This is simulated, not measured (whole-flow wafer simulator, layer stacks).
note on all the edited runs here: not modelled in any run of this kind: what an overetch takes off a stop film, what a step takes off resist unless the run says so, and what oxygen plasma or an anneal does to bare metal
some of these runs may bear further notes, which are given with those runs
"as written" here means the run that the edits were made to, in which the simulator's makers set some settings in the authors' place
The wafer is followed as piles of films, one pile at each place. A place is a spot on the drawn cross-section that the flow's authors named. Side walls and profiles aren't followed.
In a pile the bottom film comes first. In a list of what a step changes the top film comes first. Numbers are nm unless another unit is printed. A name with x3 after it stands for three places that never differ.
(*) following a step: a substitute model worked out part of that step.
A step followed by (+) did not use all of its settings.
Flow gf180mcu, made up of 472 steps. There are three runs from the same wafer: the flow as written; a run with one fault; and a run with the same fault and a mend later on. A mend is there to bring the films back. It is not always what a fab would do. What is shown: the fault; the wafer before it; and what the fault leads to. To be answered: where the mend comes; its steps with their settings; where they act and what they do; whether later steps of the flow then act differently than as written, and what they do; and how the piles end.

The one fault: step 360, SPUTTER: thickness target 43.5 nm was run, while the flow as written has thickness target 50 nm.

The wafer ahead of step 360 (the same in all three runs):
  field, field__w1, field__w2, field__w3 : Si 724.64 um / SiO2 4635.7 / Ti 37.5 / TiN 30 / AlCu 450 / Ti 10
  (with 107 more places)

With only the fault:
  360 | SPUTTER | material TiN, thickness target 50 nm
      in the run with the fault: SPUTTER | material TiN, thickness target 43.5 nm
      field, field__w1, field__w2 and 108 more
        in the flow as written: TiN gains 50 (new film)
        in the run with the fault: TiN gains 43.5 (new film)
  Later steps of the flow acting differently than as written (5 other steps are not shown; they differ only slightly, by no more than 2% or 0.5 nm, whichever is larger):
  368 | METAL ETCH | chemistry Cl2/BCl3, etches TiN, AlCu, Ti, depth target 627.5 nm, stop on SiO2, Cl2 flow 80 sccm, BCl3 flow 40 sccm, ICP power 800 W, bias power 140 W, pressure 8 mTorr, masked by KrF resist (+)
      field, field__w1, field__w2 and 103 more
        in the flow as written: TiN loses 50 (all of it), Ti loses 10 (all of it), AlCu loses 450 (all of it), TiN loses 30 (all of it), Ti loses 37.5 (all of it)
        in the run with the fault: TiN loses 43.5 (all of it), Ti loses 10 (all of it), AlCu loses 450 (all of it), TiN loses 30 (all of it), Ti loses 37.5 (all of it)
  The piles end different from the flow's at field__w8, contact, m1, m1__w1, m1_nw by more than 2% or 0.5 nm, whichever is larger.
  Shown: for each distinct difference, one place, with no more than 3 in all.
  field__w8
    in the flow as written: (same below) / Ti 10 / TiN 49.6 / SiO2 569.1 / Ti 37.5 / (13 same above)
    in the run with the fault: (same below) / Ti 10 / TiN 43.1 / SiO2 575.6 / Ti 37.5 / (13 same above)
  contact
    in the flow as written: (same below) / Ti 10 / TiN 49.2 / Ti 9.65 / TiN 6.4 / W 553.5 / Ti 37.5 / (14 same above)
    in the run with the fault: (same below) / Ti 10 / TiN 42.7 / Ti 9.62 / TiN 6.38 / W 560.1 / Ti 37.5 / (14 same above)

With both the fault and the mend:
  The mend follows step 367.
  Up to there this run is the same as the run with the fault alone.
  367a | STRIP | chemistry O2/N2, power 2160 W, pressure 1700 mTorr (*)
      field__w8, contact, m1, m1__w1, m1_nw
        KrF resist loses 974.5 (all of it)
  367b | SPUTTER | material TiN, thickness target 6.5 nm (a further turn of the flow's step 360, with different settings)
      field, field__w1, field__w2 and 108 more
        TiN gains 6.5
  367c | HMDS | 120 C, 60 s (a further turn of the flow's step 362)
      does not change any film at any place that is followed
  367d | COAT | KrF resist, thickness 1000 nm (a further turn of the flow's step 363)
      field, field__w1, field__w2 and 108 more
        KrF resist gains 1000 (new film)
  367e | SOFTBAKE | KrF resist (a further turn of the flow's step 364)
      does not change any film at any place that is followed
  367f | EXPOSE | photomask Metal4 (a further turn of the flow's step 365)
      does not change any film at any place that is followed
  367g | PEB | KrF resist, 135 C, 90 s (a further turn of the flow's step 366)
      field, field__w1, field__w2 and 108 more
        KrF resist loses 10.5
  367h | DEVELOP | thickness 1000 nm, 60 s (a further turn of the flow's step 367)
      field, field__w1, field__w2 and 103 more
        KrF resist loses 989.5 (all of it)
      field__w8, contact, m1, m1__w1, m1_nw
        KrF resist loses 14.9
  Later steps of the flow that are run all act as written at every place that is followed.
  By the end, the piles equal the flow's at every place that both follow.
